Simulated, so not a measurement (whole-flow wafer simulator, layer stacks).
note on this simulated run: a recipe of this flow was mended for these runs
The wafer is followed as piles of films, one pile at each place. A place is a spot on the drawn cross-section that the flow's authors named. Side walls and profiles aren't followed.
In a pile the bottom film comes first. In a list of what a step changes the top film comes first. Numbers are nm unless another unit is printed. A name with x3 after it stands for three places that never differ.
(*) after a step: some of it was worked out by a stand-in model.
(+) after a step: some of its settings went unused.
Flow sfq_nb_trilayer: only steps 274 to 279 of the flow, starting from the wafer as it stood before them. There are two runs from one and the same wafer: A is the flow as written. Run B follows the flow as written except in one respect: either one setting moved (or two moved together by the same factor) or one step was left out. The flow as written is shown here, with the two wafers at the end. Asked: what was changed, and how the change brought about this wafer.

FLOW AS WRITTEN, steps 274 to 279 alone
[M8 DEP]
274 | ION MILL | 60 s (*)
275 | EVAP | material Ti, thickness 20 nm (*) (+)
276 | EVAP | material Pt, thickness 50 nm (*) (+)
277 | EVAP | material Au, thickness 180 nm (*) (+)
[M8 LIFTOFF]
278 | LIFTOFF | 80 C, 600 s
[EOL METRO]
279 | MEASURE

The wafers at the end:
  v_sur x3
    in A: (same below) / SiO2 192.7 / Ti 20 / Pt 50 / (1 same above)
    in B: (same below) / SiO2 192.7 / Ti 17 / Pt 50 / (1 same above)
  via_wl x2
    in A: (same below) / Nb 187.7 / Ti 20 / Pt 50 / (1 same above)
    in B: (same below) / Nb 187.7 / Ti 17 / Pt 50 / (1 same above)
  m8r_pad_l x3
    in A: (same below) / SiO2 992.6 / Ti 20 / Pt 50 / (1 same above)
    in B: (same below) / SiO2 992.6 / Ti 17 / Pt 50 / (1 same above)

The reason: step 275, EVAP: thickness 17 nm was run, though the flow has thickness 20 nm.
The wafer itself shows it: v_sur x3 has Ti 17, and step 275 as written asks for 20 nm.

Step by step, how the change led to this:
  275 | EVAP | material Ti, thickness 20 nm (*) (+)
      field_l, v_sur x3, via_wl x2 and 100 more: A Ti gains 20 (new film) | B Ti gains 17 (new film)
  278 | LIFTOFF | 80 C, 600 s
      p4_fl x5, p4_w1 x9, p3_s0 x11 and 49 more: A Au loses 180 (all of it), Pt loses 50 (all of it), Ti loses 20 (all of it), KrF-resist-other-grade loses 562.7 (all of it), lift-off-underlayer loses 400 (all of it) | B Au loses 180 (all of it), Pt loses 50 (all of it), Ti loses 17 (all of it), KrF-resist-other-grade loses 562.7 (all of it), lift-off-underlayer loses 400 (all of it)
      r_sur, res, r_end: A Au loses 180 (all of it), Pt loses 50 (all of it), Ti loses 20 (all of it), KrF-resist-other-grade loses 559.9 (all of it), lift-off-underlayer loses 399.5 (all of it) | B Au loses 180 (all of it), Pt loses 50 (all of it), Ti loses 17 (all of it), KrF-resist-other-grade loses 559.9 (all of it), lift-off-underlayer loses 399.5 (all of it)
      (and at 18 other places as well)
